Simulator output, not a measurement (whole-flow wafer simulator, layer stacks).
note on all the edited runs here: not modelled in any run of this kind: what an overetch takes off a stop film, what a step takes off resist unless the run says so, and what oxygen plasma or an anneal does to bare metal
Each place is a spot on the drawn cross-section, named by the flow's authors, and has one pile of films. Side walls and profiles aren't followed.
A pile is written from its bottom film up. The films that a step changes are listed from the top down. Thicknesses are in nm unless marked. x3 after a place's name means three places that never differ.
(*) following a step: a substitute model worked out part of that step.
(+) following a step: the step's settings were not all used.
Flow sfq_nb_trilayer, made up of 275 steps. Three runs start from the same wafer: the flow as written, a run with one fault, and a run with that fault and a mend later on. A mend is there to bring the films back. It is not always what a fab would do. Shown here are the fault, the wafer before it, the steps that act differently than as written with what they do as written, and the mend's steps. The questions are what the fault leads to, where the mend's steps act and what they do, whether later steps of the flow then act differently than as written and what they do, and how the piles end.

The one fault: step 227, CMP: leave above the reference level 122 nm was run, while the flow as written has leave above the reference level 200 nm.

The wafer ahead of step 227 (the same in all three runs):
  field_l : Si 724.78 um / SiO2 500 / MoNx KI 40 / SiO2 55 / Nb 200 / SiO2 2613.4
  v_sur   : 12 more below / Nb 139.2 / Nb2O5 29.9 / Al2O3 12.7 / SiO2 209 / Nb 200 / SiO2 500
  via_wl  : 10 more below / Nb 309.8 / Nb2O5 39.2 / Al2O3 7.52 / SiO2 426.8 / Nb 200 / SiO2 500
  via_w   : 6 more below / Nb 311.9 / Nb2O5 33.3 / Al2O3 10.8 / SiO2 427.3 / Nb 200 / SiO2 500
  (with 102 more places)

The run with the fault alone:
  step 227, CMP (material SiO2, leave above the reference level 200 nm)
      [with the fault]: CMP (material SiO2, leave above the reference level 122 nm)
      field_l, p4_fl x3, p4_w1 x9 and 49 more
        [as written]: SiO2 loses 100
        [with the fault]: SiO2 loses 178
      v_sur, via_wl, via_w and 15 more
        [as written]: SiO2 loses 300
        [with the fault]: SiO2 loses 378
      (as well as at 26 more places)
  Steps later in the flow that act otherwise than as written (3 other steps are not shown; they differ only slightly, by no more than 2% or 0.5 nm, whichever is larger):
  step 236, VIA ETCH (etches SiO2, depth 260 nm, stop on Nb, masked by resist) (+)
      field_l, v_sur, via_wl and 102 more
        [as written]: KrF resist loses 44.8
        [with the fault]: KrF resist loses 31.5
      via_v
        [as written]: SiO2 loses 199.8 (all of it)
        [with the fault]: SiO2 loses 121.8 (all of it)
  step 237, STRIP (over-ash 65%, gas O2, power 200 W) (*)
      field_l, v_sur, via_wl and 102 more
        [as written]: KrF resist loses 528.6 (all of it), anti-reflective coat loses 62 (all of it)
        [with the fault]: KrF resist loses 541.9 (all of it), anti-reflective coat loses 62 (all of it)
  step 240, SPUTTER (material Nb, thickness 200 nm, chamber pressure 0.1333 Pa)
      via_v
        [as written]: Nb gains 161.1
        [with the fault]: Nb gains 180.2
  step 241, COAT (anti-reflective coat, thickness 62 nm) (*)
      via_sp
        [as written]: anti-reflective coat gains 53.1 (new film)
        [with the fault]: anti-reflective coat gains 54.5 (new film)
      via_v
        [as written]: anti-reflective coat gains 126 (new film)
        [with the fault]: anti-reflective coat gains 107.6 (new film)
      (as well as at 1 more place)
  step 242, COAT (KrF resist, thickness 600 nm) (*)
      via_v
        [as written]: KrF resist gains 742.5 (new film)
        [with the fault]: KrF resist gains 676.9 (new film)
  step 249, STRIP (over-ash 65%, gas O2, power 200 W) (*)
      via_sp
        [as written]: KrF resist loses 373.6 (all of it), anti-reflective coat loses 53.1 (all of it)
        [with the fault]: KrF resist loses 379.1 (all of it), anti-reflective coat loses 54.5 (all of it)
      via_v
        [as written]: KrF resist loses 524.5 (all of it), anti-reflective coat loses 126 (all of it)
        [with the fault]: KrF resist loses 459.1 (all of it), anti-reflective coat loses 107.6 (all of it)
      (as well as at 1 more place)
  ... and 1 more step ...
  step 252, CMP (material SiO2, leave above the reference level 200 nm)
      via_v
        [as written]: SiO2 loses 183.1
        [with the fault]: SiO2 loses 159.3
  At field_l, v_sur, via_wl and 103 more, the piles at the end differ from the flow's by more than 2% or 0.5 nm, whichever is larger.
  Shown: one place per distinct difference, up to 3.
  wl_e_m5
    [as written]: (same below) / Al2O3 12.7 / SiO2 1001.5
    [with the fault]: (same below) / Al2O3 12.7 / SiO2 923.5
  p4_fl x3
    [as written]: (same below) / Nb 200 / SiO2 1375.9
    [with the fault]: (same below) / Nb 200 / SiO2 1297.9
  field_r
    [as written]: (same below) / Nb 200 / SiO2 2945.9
    [with the fault]: (same below) / Nb 200 / SiO2 2867.9

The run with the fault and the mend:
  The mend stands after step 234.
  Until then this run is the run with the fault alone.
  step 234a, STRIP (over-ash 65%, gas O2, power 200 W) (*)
      field_l, v_sur, via_wl and 102 more
        KrF resist loses 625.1 (all of it), anti-reflective coat loses 62 (all of it)
      via_v
        anti-reflective coat loses 62 (all of it)
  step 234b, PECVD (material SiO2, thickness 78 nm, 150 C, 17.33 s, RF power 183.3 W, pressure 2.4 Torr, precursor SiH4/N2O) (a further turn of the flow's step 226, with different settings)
      field_l, v_sur, via_wl and 103 more
        SiO2 gains 78
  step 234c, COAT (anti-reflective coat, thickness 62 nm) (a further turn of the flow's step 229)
      field_l, v_sur, via_wl and 103 more
        anti-reflective coat gains 62 (new film)
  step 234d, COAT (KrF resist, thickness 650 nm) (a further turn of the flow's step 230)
      field_l, v_sur, via_wl and 103 more
        KrF resist gains 650 (new film)
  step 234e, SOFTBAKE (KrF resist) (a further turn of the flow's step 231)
      does not change any film at any place that is followed
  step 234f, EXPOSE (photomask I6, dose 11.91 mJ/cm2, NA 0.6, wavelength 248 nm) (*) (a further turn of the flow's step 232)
      does not change any film at any place that is followed
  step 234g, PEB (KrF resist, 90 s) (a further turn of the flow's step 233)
      field_l, v_sur, via_wl and 103 more
        KrF resist loses 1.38
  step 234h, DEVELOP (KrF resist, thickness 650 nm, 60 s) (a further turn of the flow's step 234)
      field_l, v_sur, via_wl and 102 more
        KrF resist loses 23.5
      via_v
        KrF resist loses 648.6 (all of it)
  Later steps of the flow that are run all act as written at every place that is followed.
  The piles end the same as the flow's at every place that both follow.
